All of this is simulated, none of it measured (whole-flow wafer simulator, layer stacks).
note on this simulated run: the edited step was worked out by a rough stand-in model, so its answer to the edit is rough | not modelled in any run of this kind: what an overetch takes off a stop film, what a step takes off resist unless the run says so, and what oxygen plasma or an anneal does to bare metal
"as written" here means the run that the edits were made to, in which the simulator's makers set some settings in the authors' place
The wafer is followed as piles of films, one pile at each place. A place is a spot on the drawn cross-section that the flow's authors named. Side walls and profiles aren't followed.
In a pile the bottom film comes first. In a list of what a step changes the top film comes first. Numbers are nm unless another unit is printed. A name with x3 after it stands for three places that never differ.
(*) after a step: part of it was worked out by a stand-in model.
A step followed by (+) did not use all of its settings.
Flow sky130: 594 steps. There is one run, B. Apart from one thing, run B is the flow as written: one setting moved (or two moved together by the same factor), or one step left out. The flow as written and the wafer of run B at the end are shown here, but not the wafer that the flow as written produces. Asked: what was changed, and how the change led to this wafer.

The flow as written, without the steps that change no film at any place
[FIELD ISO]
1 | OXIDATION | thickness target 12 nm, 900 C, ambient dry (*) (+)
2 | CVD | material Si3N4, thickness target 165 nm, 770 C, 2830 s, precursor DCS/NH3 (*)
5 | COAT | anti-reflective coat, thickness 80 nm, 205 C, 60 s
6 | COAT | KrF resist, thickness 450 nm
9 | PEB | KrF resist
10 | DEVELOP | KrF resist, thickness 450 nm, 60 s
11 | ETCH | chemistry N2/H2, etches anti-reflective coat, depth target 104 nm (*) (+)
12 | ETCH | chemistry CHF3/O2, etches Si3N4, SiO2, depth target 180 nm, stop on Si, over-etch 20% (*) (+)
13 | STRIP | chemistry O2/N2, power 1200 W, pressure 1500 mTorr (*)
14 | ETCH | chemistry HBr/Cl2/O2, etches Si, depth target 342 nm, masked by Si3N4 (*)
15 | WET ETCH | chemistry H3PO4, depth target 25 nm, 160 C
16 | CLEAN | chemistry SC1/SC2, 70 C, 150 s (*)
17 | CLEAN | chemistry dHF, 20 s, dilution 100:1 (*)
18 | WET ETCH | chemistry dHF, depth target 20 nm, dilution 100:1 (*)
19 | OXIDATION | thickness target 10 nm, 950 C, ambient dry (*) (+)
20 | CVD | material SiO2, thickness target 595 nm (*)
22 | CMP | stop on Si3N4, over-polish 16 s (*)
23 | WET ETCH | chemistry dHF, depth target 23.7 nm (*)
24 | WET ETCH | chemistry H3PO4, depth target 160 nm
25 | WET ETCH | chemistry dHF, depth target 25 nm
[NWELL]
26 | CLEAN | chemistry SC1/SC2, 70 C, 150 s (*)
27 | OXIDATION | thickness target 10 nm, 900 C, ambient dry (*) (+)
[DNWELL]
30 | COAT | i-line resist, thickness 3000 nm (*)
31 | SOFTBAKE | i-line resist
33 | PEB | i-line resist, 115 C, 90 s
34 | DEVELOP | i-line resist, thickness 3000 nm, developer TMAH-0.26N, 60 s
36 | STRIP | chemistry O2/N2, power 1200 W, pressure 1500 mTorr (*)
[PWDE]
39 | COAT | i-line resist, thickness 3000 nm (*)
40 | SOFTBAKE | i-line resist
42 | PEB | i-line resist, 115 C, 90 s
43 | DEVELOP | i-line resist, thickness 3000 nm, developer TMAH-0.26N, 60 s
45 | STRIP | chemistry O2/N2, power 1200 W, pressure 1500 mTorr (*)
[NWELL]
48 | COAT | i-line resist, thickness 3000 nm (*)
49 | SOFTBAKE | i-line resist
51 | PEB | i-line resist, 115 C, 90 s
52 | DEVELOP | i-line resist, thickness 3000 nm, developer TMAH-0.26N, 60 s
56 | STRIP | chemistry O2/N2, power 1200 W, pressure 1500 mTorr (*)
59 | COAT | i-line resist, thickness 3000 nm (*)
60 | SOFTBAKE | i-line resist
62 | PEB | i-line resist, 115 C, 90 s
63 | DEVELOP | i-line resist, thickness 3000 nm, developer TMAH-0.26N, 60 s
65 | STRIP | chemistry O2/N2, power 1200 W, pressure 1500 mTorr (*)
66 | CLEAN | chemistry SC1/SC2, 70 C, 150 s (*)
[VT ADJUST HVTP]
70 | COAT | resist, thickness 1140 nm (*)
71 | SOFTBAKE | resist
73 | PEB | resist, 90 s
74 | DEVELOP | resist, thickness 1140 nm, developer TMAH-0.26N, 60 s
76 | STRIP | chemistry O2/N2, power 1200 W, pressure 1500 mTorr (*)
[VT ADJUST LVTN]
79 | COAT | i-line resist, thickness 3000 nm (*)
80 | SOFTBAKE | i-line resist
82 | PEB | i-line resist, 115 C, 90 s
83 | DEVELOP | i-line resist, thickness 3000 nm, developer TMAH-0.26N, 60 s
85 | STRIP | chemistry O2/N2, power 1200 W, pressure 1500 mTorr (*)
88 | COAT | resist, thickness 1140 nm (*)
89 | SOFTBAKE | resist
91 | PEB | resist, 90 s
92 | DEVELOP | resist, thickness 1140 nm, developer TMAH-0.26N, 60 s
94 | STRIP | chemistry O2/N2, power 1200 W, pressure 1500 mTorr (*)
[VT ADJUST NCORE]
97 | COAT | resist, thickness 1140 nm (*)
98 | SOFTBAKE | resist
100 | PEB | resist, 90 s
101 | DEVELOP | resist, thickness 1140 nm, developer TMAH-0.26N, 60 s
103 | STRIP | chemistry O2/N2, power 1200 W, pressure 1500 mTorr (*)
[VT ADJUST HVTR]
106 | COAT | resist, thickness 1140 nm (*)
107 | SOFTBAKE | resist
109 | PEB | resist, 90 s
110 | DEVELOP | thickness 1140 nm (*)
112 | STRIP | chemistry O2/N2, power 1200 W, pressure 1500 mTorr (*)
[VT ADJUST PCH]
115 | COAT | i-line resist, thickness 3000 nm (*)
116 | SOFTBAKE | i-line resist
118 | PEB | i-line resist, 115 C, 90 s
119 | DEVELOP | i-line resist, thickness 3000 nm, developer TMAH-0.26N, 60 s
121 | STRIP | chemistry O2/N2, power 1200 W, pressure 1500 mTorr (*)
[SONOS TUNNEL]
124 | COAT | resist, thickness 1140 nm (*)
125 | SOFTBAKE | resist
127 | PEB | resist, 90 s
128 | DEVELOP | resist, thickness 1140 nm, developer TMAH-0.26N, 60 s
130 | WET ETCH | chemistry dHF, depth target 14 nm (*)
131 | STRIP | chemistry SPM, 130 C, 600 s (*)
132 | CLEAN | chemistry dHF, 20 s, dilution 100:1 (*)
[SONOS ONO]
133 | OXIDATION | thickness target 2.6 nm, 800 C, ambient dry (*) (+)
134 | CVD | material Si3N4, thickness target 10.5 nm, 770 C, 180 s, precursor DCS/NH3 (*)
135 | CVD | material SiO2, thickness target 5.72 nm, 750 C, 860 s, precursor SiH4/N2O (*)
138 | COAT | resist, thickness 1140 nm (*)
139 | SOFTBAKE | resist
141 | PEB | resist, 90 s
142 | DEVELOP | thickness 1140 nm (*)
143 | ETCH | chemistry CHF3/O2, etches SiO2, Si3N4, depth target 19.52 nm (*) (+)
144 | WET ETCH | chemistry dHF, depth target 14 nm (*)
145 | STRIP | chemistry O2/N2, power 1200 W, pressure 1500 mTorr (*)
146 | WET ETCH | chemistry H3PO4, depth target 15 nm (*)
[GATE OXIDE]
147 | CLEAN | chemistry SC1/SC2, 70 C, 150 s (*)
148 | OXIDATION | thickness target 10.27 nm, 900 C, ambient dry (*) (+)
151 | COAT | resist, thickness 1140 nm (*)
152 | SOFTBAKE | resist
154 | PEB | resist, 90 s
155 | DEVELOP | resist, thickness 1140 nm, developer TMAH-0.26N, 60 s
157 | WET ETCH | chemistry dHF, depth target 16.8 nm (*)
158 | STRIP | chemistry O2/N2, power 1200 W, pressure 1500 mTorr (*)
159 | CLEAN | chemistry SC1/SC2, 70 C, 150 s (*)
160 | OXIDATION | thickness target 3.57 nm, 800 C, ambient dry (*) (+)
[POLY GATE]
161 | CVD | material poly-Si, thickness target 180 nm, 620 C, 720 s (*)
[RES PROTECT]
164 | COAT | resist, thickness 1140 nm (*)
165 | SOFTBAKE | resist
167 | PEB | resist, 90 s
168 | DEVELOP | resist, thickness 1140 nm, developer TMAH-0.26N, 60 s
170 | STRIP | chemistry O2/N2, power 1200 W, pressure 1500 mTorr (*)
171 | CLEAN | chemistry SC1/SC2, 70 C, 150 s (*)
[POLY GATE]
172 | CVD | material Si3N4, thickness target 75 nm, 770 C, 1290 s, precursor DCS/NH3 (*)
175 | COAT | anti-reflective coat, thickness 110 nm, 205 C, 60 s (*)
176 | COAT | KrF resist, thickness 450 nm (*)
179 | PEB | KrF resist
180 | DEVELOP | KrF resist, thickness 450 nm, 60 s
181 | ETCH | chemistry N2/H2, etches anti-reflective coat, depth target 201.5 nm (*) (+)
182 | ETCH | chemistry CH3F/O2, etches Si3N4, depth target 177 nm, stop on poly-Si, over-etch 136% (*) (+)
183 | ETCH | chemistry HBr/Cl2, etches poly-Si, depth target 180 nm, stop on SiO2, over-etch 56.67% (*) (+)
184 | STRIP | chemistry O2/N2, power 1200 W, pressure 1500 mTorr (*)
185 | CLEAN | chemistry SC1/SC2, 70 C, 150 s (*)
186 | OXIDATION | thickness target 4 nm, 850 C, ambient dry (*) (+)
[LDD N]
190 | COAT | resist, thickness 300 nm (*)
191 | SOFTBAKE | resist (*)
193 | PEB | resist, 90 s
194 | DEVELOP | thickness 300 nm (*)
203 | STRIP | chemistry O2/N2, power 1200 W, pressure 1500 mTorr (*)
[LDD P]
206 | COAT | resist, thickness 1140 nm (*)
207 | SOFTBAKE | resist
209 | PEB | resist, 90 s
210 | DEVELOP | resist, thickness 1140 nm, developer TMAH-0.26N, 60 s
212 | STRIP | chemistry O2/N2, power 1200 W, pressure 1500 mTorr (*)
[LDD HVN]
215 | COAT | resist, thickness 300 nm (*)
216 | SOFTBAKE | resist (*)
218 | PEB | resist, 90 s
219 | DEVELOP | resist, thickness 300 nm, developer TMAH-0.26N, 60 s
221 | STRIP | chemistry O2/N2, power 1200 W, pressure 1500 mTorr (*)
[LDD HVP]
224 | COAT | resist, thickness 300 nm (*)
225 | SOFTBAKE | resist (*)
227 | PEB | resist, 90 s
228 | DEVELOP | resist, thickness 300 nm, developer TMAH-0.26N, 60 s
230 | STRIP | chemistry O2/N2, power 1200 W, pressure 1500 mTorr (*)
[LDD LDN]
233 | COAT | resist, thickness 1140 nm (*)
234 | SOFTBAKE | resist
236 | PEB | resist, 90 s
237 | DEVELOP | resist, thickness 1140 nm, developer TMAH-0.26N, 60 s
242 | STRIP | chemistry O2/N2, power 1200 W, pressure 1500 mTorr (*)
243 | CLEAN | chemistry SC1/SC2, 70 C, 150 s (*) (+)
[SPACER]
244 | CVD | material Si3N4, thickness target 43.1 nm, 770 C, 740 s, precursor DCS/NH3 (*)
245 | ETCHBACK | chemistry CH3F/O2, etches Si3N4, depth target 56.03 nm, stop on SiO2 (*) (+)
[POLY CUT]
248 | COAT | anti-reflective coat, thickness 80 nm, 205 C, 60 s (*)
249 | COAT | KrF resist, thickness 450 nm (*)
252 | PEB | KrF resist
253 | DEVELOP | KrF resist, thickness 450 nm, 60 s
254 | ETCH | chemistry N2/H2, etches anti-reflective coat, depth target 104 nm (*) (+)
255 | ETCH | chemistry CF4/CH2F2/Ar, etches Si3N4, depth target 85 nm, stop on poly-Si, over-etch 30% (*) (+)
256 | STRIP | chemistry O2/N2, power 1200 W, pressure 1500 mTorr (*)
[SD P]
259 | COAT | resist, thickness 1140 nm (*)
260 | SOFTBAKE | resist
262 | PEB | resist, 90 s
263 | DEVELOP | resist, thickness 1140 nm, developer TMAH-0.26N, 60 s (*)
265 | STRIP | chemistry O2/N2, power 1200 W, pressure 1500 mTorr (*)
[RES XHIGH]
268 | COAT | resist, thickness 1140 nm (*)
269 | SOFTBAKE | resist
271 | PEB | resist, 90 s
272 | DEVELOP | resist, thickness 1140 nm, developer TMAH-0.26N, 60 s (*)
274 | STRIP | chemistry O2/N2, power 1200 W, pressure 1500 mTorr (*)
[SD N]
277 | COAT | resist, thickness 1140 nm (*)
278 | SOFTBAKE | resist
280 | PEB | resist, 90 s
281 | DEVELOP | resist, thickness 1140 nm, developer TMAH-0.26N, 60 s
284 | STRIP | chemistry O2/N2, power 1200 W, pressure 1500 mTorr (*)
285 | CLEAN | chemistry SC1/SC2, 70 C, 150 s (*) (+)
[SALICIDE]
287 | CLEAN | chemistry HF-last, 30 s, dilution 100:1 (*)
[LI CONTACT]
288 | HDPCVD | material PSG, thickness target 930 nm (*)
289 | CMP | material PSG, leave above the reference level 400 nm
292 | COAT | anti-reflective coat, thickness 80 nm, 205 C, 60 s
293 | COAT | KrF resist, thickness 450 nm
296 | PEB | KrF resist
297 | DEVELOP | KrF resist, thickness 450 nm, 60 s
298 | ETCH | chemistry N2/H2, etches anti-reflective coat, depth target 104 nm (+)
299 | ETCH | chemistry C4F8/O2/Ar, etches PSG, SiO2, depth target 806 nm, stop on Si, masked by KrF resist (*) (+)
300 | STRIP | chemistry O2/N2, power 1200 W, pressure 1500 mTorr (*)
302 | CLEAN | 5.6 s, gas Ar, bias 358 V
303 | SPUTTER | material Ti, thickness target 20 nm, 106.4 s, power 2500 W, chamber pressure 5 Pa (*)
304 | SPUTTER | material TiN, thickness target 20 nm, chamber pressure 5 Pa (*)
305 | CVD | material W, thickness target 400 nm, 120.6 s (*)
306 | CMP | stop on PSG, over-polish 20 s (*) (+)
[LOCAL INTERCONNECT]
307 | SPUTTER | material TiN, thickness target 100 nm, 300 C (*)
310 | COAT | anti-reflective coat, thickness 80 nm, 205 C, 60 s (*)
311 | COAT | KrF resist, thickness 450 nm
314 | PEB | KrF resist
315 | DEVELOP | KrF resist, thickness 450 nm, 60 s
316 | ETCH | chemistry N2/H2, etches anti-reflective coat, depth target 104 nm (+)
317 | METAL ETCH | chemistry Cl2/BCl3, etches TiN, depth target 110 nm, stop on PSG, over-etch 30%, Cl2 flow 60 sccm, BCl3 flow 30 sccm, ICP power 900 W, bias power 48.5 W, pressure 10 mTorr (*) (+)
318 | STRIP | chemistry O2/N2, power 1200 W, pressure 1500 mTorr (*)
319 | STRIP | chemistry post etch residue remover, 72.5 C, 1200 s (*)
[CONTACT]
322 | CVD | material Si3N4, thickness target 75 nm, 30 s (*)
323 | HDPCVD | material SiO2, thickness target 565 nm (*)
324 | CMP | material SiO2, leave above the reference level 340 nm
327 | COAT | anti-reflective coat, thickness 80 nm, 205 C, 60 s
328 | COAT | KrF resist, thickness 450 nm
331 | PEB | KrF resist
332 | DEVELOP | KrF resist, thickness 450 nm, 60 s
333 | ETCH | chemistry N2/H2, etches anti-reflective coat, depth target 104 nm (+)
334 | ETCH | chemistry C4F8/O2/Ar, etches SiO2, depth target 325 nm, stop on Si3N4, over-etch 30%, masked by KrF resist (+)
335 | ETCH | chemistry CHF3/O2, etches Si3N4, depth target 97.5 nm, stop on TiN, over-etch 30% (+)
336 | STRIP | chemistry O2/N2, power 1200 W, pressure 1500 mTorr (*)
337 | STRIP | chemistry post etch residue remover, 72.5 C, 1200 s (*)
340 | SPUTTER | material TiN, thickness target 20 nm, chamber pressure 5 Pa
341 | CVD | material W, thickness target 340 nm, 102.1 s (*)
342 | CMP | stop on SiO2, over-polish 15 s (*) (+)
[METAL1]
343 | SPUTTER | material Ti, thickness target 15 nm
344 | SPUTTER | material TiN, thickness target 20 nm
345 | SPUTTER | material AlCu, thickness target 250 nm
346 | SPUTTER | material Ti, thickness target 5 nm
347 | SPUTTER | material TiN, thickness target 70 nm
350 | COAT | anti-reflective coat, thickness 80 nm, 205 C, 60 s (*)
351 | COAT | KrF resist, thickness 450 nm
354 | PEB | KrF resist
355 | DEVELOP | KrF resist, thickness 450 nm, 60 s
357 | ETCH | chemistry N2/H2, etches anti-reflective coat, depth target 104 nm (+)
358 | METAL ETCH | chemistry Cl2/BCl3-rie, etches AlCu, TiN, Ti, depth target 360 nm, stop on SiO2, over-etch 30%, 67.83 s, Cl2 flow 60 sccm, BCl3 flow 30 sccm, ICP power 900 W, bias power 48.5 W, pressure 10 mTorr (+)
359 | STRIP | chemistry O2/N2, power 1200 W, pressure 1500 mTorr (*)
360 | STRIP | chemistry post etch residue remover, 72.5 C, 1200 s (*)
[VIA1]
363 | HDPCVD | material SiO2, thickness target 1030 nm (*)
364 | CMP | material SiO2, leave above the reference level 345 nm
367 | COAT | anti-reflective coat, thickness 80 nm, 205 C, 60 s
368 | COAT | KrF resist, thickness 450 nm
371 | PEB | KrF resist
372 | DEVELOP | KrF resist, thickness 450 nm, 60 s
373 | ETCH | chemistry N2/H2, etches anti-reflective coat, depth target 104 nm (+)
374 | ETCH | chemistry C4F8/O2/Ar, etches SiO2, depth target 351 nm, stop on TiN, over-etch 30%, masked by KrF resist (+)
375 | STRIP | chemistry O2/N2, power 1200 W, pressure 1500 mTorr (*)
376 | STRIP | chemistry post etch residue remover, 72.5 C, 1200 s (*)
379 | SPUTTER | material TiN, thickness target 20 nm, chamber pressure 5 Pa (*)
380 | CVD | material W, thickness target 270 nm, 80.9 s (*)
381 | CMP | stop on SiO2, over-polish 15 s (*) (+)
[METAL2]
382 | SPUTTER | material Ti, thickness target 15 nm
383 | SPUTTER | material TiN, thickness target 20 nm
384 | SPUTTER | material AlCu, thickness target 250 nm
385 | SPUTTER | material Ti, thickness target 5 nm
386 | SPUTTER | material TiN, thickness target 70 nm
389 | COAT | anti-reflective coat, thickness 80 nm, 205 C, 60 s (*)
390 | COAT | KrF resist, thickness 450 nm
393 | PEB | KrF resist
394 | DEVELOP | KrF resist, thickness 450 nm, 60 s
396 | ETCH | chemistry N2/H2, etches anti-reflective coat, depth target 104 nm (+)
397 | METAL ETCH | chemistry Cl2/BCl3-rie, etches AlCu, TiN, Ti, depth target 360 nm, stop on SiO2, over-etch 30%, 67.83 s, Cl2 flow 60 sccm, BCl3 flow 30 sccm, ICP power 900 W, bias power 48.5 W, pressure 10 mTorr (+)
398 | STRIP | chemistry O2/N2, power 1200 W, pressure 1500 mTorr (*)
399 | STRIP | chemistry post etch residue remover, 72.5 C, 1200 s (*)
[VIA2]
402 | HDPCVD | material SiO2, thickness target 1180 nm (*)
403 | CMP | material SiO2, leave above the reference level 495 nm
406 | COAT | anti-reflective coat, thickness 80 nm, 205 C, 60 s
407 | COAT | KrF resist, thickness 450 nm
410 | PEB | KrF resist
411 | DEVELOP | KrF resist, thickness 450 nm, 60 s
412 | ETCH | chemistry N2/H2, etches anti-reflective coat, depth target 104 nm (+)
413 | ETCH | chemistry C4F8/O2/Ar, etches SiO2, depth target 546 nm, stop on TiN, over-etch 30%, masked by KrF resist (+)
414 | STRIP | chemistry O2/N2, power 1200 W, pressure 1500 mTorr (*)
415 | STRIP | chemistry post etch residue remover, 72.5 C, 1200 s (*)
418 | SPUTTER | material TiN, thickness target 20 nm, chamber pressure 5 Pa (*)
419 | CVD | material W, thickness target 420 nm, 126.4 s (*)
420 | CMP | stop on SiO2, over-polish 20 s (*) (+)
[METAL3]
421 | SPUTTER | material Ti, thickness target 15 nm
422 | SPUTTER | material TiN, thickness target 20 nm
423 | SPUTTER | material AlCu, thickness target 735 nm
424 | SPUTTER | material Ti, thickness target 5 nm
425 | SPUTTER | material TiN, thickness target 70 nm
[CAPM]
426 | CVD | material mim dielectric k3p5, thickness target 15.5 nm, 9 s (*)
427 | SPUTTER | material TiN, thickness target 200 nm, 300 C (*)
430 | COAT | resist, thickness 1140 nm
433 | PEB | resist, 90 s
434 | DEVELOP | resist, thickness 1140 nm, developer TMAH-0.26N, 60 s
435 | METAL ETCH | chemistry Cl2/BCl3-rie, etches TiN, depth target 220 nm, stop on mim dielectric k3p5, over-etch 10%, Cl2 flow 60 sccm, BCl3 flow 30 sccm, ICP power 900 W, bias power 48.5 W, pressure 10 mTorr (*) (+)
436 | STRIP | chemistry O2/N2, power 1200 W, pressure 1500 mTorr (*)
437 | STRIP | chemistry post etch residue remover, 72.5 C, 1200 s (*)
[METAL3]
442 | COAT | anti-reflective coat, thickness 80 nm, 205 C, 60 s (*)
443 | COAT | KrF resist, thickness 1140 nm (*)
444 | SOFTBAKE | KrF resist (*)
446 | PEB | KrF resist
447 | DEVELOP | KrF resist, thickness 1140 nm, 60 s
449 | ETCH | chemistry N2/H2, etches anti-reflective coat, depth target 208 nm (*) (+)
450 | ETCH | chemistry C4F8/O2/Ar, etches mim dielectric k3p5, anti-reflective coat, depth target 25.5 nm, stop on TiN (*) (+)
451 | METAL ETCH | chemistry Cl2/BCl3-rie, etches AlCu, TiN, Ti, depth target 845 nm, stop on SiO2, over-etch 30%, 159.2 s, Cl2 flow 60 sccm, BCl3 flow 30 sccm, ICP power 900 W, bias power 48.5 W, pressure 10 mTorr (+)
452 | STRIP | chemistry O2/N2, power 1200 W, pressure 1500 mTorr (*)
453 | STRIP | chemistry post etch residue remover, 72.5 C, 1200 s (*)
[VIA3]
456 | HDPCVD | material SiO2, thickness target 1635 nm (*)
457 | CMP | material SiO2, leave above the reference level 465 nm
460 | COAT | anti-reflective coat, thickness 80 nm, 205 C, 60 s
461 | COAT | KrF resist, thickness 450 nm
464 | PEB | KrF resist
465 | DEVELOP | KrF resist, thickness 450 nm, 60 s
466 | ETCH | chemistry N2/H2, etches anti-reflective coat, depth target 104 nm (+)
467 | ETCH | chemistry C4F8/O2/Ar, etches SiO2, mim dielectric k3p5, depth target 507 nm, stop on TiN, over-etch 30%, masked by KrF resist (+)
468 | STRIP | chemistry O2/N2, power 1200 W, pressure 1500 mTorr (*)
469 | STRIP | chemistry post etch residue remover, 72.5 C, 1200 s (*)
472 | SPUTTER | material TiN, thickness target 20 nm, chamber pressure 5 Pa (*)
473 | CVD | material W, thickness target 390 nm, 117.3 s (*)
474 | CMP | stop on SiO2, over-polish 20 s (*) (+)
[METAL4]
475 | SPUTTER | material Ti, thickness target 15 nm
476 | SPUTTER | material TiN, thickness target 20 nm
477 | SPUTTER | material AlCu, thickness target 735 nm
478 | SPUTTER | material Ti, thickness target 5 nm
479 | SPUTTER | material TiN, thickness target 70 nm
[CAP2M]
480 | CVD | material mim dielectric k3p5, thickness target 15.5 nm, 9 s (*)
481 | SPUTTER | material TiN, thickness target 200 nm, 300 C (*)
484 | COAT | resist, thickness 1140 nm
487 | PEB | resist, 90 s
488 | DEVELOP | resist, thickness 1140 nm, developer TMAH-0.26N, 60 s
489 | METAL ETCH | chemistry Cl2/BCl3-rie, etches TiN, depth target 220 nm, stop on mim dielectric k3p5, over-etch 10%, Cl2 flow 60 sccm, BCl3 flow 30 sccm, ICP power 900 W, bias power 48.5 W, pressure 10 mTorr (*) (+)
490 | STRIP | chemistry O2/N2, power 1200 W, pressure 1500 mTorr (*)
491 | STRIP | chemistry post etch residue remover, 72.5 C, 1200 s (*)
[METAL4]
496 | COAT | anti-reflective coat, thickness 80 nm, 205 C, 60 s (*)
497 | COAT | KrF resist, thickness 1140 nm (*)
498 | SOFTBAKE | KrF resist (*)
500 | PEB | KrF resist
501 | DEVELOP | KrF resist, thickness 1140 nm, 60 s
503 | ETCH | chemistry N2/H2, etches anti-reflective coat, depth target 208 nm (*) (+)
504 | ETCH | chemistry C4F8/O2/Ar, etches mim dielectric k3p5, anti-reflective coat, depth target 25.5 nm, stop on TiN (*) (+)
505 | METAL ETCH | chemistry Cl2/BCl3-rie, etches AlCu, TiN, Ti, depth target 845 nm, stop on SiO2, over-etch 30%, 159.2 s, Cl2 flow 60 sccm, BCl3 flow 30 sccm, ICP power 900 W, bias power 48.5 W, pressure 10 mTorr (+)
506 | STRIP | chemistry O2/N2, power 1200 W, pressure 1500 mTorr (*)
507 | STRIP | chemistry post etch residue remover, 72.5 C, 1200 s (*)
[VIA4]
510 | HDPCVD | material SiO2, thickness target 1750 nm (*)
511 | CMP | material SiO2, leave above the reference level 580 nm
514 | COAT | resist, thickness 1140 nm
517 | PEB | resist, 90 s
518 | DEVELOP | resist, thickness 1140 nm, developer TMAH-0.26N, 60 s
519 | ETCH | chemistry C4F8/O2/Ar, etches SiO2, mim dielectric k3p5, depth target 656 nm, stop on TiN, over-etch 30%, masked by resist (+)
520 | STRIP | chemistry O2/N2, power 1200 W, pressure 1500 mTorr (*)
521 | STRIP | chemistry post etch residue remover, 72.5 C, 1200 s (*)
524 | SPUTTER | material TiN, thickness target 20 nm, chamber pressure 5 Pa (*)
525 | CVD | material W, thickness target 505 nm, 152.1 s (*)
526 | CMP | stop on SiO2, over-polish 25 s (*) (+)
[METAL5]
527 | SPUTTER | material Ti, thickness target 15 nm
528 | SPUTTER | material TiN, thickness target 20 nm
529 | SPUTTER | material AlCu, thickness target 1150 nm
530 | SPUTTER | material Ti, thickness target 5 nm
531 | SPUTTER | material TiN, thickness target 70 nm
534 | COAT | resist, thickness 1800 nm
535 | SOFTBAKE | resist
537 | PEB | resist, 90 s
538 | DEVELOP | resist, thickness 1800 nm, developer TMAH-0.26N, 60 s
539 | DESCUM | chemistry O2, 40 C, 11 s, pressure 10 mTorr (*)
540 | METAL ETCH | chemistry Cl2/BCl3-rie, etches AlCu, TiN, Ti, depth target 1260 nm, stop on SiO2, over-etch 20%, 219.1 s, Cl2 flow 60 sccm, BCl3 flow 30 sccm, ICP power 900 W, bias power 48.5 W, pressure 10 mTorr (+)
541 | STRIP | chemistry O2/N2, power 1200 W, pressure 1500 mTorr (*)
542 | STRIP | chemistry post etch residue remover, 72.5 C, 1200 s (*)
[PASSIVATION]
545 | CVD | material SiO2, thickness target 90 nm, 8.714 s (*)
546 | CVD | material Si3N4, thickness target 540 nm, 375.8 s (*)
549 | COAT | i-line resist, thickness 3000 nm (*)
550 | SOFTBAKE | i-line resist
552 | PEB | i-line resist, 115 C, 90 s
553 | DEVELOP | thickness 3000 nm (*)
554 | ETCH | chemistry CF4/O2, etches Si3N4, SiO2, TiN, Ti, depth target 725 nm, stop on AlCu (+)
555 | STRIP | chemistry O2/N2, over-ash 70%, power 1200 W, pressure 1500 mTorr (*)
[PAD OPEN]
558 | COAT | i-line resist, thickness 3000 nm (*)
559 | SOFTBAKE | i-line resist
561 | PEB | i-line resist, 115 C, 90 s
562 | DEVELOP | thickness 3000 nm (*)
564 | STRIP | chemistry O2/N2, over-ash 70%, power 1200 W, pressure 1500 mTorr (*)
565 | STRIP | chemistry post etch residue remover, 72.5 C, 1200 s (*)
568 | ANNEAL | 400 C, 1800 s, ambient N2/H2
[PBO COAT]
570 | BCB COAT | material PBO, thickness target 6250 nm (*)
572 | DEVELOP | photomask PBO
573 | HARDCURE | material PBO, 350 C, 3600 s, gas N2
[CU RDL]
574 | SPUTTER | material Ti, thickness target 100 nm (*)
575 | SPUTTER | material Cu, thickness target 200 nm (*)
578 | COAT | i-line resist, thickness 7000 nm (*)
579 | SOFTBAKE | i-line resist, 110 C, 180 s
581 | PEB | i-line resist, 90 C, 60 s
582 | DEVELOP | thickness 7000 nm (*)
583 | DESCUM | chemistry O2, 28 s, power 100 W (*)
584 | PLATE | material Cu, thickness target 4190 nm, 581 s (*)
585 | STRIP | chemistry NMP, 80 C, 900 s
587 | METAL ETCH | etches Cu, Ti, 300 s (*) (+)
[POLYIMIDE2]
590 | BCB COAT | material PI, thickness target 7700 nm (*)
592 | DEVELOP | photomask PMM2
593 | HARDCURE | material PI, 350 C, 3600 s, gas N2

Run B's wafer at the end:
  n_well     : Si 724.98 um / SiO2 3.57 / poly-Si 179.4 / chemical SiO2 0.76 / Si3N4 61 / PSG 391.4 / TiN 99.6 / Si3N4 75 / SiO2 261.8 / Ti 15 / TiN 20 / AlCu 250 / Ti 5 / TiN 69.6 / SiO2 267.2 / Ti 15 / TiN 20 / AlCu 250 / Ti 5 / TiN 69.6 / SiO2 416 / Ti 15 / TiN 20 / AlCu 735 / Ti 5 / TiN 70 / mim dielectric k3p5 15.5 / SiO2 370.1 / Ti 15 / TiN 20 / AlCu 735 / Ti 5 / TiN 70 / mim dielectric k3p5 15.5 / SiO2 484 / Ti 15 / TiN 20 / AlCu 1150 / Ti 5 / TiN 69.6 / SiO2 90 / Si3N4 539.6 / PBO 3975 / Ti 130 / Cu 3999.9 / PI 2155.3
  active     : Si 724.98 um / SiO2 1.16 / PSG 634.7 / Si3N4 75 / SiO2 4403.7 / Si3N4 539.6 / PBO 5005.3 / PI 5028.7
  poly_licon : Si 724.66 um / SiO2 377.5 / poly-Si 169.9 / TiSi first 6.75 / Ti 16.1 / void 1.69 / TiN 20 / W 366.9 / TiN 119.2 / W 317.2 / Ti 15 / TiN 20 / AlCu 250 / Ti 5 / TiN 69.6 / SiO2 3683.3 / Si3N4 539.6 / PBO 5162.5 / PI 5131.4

What caused this: step 574, SPUTTER: thickness target 130 nm was run, though the flow has thickness target 100 nm.
One can read it off the wafer: n_well has Ti 130, and step 574 as written asks for 100 nm.

The path from the change to this, step by step:
  574 | SPUTTER | material Ti, thickness target 100 nm (*)
      field, active, n_well and 190 more: Ti gains 130 (new film) (as written it would have been: Ti gains 100 (new film))
  587 | METAL ETCH | etches Cu, Ti, 300 s (*) (+)
      field, active, gate and 167 more: Cu loses 200 (all of it), Ti loses 130 (all of it) (as written it would have been: Cu loses 200 (all of it), Ti loses 100 (all of it))
  590 | BCB COAT | material PI, thickness target 7700 nm (*)
      de16_gate_nw: PI gains 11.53 um (new film) (as written it would have been: PI gains 11.5 um (new film))
